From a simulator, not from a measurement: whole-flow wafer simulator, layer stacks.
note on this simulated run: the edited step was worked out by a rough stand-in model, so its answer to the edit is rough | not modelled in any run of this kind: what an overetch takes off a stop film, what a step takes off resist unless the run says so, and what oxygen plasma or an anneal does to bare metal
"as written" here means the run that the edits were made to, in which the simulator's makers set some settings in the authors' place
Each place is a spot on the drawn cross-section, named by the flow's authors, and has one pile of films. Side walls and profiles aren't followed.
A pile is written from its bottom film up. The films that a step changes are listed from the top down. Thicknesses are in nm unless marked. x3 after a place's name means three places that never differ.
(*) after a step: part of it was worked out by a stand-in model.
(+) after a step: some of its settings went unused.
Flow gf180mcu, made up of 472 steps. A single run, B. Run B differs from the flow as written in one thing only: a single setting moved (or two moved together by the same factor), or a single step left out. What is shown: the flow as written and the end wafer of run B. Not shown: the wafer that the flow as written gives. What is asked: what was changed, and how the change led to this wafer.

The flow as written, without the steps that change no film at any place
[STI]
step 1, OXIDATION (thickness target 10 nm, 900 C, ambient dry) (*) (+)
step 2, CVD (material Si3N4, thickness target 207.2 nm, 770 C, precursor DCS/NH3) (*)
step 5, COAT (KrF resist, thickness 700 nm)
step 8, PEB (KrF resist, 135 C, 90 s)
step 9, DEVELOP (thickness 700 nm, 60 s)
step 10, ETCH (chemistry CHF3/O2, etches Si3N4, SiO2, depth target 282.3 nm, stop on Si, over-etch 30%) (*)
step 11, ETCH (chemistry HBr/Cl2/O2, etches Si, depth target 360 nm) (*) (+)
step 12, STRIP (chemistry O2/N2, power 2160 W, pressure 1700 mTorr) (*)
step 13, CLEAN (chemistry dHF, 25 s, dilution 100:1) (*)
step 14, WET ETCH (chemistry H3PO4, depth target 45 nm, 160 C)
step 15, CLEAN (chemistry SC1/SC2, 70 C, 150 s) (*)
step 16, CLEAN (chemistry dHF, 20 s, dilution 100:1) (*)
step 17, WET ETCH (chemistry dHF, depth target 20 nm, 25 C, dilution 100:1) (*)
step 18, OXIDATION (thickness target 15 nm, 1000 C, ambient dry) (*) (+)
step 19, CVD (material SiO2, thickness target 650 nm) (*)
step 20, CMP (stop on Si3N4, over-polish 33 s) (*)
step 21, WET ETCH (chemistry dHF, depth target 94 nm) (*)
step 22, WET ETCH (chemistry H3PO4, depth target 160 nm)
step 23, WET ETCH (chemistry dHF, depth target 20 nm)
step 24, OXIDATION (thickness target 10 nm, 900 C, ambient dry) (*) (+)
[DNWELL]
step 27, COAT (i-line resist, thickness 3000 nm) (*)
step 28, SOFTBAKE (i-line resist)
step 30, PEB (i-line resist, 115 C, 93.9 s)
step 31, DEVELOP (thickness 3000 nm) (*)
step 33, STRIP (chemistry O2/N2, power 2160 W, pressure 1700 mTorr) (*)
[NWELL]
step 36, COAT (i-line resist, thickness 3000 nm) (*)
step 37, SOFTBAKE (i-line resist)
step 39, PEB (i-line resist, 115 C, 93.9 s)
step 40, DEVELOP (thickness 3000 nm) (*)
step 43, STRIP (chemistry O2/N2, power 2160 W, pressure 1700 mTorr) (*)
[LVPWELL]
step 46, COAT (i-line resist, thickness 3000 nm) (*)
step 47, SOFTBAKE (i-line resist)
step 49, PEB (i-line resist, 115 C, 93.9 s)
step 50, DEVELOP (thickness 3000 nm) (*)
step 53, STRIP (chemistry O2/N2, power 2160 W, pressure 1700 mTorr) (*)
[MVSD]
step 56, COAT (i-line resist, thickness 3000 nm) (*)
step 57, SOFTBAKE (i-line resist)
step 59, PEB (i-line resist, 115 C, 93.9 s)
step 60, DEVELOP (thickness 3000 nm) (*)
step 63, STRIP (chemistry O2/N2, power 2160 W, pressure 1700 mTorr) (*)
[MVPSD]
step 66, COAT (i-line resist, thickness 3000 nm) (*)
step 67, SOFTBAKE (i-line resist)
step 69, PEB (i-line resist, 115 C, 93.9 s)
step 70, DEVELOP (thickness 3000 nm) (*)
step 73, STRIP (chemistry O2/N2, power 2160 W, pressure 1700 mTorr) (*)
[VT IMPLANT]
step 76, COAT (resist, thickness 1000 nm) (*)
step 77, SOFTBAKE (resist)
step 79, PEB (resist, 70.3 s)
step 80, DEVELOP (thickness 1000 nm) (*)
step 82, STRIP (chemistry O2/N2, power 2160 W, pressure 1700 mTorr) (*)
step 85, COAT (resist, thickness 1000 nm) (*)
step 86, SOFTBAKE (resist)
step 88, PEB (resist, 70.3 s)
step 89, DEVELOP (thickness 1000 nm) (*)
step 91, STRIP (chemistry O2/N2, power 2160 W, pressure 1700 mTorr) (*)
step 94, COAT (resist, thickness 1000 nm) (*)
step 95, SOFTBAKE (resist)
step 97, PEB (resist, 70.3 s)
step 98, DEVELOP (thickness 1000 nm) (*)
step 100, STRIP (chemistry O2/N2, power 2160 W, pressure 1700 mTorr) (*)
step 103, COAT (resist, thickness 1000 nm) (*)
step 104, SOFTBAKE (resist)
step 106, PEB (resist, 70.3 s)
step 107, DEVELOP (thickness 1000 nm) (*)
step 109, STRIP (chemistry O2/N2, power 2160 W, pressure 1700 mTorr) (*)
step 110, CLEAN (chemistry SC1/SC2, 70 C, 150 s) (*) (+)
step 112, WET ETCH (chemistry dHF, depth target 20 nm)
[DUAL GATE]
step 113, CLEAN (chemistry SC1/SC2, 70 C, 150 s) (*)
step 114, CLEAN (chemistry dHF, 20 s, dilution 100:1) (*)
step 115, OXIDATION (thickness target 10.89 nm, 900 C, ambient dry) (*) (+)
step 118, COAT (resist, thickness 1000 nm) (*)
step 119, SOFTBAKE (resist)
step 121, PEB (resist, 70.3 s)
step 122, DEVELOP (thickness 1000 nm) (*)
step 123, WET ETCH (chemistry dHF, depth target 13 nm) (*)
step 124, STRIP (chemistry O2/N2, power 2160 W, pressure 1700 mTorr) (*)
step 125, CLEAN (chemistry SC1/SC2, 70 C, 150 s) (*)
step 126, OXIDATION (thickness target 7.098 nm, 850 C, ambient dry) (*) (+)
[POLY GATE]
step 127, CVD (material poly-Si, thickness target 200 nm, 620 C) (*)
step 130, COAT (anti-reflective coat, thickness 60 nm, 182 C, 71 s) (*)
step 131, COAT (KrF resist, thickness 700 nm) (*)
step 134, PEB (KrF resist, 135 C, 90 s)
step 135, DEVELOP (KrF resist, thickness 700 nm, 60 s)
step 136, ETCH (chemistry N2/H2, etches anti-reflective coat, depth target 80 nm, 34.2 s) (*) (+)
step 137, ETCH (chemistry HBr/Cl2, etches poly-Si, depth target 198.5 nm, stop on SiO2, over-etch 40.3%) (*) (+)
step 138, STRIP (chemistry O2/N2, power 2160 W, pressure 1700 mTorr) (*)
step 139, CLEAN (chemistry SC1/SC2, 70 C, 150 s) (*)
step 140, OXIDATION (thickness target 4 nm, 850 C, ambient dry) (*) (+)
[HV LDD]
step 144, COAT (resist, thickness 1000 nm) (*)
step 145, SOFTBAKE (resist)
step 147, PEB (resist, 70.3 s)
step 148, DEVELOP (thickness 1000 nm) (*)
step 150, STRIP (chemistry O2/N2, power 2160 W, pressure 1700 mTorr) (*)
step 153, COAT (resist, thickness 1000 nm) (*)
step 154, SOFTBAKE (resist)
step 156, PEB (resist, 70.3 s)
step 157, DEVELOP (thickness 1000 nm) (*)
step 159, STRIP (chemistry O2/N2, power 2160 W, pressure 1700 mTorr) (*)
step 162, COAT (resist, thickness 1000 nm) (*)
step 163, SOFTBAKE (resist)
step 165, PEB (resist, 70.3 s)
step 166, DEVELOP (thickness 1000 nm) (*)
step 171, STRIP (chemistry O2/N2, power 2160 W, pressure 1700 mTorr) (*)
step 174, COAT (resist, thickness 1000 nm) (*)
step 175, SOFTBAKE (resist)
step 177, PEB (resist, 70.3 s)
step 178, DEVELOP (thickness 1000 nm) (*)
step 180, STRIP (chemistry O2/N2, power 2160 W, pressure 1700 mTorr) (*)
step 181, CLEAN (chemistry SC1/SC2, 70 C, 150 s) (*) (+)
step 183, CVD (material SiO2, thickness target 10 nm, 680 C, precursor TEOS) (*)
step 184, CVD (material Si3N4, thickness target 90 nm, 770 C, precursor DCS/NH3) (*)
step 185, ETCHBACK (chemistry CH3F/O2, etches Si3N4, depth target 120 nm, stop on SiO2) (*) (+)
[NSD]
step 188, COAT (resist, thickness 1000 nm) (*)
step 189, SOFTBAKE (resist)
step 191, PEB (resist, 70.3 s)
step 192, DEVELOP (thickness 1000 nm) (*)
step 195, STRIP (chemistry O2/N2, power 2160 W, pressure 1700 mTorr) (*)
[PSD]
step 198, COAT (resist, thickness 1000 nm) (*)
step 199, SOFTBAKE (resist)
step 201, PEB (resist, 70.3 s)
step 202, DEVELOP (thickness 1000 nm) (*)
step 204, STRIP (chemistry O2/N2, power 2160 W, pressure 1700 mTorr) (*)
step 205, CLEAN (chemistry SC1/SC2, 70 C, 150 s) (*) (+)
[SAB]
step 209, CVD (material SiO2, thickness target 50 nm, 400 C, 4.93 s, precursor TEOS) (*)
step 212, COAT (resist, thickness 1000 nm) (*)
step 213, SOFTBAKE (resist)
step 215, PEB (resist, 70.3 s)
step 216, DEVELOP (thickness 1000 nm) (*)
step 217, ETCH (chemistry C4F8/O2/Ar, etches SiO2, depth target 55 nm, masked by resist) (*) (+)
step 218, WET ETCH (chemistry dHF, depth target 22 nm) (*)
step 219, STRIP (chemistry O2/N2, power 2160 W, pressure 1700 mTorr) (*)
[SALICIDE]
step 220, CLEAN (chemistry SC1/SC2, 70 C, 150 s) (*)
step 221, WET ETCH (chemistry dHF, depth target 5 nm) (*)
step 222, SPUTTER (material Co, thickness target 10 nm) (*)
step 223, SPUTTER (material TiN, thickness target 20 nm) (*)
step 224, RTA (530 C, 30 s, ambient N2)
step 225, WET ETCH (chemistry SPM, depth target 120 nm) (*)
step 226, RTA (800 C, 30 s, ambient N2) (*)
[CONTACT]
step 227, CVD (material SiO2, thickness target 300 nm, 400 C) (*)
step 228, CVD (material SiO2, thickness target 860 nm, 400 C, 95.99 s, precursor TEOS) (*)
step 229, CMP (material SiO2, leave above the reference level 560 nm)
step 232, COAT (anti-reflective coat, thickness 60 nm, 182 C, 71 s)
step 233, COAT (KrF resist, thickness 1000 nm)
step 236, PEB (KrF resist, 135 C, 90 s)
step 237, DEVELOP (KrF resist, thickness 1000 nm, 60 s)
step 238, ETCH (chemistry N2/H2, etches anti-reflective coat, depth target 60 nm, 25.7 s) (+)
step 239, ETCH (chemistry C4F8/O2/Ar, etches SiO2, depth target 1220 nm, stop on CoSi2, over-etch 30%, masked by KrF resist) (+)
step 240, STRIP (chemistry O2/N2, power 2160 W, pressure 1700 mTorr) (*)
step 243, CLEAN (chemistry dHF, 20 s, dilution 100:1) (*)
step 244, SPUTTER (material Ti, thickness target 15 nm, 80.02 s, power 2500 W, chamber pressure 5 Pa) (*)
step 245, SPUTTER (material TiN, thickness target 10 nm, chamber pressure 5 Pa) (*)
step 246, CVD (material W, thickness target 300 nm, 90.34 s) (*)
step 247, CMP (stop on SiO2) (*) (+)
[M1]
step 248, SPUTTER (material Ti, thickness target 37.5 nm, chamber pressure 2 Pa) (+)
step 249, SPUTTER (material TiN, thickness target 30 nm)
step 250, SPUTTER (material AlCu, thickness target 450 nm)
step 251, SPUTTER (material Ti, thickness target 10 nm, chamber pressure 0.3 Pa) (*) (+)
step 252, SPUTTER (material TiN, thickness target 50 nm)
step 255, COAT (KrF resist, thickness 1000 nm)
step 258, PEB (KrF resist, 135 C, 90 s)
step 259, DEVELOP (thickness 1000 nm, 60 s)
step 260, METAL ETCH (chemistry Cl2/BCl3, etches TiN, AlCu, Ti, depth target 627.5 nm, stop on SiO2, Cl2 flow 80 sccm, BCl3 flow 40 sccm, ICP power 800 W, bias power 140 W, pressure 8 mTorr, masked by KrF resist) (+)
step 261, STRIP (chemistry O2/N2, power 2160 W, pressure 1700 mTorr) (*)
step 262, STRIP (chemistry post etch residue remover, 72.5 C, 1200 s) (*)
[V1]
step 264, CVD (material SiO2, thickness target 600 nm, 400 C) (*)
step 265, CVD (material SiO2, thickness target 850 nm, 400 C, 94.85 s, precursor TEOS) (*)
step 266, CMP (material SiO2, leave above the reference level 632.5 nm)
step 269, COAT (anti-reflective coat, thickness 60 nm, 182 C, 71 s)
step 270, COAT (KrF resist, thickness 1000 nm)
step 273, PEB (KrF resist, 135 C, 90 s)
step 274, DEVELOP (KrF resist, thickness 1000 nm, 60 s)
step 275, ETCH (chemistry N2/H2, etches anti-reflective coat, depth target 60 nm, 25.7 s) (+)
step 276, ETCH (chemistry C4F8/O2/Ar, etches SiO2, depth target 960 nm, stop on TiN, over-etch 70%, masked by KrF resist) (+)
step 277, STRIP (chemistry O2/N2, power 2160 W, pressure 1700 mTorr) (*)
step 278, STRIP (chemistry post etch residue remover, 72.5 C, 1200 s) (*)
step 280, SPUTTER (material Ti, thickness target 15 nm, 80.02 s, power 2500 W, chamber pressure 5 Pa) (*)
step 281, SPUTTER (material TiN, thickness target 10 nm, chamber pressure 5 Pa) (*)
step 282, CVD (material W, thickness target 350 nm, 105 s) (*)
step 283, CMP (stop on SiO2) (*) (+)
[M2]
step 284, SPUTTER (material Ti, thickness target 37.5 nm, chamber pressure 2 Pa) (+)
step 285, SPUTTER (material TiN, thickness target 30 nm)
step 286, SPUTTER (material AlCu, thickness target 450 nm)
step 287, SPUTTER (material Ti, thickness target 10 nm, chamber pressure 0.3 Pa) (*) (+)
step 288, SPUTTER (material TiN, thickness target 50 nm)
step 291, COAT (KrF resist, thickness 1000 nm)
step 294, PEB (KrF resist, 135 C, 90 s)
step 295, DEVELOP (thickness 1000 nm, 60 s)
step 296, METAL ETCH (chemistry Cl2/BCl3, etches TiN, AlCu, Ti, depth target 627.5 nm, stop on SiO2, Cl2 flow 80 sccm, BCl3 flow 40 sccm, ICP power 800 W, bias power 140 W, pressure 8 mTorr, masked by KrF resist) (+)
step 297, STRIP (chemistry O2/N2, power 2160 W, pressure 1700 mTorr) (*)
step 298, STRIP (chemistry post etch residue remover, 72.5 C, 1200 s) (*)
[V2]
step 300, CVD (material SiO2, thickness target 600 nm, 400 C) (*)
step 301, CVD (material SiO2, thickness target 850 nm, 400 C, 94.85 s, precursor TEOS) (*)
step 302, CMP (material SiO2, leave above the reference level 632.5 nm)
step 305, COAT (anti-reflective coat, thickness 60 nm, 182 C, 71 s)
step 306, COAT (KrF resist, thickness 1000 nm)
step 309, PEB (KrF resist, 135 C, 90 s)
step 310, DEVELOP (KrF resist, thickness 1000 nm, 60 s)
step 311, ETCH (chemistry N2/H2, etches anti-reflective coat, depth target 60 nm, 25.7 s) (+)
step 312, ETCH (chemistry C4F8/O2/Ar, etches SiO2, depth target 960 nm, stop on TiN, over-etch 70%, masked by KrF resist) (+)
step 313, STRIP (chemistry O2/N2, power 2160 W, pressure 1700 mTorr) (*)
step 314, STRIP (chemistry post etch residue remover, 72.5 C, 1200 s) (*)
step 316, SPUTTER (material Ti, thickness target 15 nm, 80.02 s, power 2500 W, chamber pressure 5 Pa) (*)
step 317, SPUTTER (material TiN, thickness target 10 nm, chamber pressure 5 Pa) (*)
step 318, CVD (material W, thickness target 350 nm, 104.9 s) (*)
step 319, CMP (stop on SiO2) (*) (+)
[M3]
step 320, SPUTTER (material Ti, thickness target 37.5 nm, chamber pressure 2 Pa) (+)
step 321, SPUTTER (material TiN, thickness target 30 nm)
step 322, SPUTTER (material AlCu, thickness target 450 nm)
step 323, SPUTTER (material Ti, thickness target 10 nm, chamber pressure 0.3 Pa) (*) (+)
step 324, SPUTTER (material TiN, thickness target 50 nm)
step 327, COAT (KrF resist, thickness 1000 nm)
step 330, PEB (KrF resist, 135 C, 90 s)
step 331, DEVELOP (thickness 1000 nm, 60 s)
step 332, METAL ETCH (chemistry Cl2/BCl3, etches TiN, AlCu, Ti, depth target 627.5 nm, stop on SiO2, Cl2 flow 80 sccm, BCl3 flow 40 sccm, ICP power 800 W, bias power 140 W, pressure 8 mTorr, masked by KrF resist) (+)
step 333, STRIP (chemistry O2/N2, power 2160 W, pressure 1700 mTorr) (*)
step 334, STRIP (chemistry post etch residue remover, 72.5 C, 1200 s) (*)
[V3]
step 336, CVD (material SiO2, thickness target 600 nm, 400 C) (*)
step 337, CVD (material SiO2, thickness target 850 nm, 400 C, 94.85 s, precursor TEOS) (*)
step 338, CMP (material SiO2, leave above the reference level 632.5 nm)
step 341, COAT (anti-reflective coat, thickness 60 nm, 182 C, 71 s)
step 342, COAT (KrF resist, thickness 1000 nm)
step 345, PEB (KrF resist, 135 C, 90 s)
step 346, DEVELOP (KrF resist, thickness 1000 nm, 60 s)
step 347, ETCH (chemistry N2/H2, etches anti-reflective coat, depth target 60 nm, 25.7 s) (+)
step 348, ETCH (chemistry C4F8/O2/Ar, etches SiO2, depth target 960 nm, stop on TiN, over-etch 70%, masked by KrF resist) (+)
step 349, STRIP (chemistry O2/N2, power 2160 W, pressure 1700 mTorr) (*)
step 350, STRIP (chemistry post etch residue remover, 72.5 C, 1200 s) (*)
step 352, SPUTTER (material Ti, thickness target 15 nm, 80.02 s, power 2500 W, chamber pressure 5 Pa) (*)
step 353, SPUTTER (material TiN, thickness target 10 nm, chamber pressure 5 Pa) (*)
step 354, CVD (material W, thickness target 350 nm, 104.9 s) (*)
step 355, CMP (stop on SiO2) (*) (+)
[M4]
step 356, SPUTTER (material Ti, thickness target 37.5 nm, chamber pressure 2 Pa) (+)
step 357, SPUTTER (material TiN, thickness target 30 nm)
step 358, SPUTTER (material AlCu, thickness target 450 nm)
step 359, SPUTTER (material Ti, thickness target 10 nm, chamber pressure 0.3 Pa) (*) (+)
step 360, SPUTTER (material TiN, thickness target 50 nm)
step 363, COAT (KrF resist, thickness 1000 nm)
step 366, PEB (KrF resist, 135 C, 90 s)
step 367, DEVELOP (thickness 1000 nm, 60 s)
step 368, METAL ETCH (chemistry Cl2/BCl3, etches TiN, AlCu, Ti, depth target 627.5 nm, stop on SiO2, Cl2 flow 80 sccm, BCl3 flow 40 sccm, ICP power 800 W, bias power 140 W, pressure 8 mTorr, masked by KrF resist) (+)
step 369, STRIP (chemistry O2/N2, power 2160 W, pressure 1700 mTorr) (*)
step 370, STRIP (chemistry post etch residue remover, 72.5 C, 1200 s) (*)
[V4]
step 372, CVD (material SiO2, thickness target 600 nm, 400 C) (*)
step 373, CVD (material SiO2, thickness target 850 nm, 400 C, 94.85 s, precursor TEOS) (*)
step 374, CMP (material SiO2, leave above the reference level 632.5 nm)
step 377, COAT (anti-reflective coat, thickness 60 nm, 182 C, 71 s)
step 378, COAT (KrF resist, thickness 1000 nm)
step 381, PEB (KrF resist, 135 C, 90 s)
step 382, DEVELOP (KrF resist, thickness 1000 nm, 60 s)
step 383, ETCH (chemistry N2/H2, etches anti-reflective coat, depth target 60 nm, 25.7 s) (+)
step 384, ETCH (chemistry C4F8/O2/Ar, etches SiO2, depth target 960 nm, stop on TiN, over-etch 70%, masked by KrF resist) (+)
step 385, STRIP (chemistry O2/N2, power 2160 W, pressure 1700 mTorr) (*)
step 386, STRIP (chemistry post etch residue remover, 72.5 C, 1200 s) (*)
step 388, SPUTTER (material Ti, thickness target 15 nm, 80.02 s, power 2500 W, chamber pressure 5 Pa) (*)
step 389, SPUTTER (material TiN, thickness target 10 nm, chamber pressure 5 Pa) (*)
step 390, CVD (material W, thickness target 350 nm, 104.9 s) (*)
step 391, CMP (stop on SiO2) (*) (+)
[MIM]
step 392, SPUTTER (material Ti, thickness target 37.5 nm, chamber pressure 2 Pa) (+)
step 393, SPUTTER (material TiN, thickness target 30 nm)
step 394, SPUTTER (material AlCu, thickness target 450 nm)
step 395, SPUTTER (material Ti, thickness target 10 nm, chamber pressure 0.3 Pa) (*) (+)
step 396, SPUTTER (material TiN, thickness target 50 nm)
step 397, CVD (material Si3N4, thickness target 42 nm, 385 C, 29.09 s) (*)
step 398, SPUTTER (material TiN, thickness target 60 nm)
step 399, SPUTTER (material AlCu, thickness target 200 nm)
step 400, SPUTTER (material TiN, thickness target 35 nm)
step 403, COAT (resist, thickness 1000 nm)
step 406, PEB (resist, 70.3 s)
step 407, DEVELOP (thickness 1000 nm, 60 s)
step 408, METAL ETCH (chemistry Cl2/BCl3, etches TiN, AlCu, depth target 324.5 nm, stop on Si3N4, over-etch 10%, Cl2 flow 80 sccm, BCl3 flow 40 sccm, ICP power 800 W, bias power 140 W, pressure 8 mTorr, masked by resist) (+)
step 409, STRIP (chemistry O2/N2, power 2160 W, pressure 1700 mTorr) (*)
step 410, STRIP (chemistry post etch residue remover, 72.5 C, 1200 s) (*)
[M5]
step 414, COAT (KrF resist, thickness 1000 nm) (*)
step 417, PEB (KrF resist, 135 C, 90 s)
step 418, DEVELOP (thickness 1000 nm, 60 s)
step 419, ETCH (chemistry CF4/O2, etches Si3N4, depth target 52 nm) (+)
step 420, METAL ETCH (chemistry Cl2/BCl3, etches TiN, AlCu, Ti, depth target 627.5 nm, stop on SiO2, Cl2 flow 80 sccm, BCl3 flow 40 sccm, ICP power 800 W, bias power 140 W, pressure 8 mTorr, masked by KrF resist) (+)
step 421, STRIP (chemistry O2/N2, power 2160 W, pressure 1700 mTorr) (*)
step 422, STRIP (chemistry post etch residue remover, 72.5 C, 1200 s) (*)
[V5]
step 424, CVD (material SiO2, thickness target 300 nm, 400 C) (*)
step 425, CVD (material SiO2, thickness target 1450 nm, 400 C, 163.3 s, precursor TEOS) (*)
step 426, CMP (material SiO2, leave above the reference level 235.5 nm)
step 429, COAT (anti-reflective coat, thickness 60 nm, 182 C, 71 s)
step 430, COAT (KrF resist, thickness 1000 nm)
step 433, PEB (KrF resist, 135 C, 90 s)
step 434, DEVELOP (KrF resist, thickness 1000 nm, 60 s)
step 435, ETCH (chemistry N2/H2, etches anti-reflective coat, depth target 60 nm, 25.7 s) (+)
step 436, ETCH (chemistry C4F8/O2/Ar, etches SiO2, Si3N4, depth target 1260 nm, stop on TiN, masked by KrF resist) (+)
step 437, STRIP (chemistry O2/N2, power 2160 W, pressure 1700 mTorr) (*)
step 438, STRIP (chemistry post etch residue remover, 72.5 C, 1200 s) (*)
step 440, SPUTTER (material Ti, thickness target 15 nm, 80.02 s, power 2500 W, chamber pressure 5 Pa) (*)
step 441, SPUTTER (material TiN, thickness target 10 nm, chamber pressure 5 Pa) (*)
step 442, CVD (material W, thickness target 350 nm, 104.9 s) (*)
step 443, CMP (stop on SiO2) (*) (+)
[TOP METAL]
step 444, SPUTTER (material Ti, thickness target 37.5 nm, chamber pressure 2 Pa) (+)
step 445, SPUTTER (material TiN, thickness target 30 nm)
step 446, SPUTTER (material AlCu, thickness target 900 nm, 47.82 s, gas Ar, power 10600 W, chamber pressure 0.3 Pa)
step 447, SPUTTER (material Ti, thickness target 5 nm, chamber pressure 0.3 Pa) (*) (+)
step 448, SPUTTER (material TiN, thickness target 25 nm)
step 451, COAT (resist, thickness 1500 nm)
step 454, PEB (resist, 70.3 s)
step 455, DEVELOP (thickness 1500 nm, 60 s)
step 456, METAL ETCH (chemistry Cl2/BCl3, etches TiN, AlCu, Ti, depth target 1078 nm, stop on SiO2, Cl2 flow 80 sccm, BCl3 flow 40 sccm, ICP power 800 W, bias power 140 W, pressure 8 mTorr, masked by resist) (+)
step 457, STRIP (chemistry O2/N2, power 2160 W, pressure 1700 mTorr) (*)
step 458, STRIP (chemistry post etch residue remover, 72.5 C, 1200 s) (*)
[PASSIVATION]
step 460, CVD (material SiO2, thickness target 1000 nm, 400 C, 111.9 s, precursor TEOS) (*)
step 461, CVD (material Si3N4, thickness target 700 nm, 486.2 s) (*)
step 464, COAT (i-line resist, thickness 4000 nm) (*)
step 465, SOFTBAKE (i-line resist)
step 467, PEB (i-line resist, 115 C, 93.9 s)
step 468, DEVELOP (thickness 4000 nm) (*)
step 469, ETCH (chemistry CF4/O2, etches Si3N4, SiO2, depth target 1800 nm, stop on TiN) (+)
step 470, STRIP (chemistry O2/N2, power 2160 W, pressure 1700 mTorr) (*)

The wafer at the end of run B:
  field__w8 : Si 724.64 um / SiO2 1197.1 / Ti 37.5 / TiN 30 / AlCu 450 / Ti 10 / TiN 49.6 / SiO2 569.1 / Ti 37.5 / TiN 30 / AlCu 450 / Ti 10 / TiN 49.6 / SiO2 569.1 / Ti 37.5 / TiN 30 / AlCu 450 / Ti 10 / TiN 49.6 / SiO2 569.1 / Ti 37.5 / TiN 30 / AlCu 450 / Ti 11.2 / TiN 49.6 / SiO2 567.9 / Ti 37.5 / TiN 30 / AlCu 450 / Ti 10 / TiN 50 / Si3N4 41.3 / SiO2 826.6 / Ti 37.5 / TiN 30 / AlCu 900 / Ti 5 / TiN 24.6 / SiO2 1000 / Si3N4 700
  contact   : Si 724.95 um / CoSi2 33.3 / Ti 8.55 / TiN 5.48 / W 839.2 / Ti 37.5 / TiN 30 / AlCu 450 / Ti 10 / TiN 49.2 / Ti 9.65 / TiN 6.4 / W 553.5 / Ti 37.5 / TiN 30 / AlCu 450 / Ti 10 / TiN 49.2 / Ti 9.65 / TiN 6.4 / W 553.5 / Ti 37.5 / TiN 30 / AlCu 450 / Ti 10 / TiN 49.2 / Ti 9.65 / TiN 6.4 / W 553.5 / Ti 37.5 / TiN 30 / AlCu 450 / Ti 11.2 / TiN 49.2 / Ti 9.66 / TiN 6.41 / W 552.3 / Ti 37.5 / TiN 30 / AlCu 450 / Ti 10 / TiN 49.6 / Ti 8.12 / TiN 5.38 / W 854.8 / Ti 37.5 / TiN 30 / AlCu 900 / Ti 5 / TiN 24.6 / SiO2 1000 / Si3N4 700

Cause: step 359, SPUTTER: thickness target 11.2 nm was run, though the flow has thickness target 10 nm.
The wafer itself shows it: field__w8 has Ti 11.2, and step 359 as written asks for 10 nm.

The path from the change to this, step by step:
  step 359, SPUTTER (material Ti, thickness target 10 nm, chamber pressure 0.3 Pa) (*) (+)
      field, field__w1, field__w2 and 108 more: +11.2 Ti (new film) (it would be, as written: +10 Ti (new film))
  step 368, METAL ETCH (chemistry Cl2/BCl3, etches TiN, AlCu, Ti, depth target 627.5 nm, stop on SiO2, Cl2 flow 80 sccm, BCl3 flow 40 sccm, ICP power 800 W, bias power 140 W, pressure 8 mTorr, masked by KrF resist) (+)
      field, field__w1, field__w2 and 103 more: -50 TiN (all of it), -11.2 Ti (all of it), -450 AlCu (all of it), -30 TiN (all of it), -37.5 Ti (all of it) (it would be, as written: -50 TiN (all of it), -10 Ti (all of it), -450 AlCu (all of it), -30 TiN (all of it), -37.5 Ti (all of it))
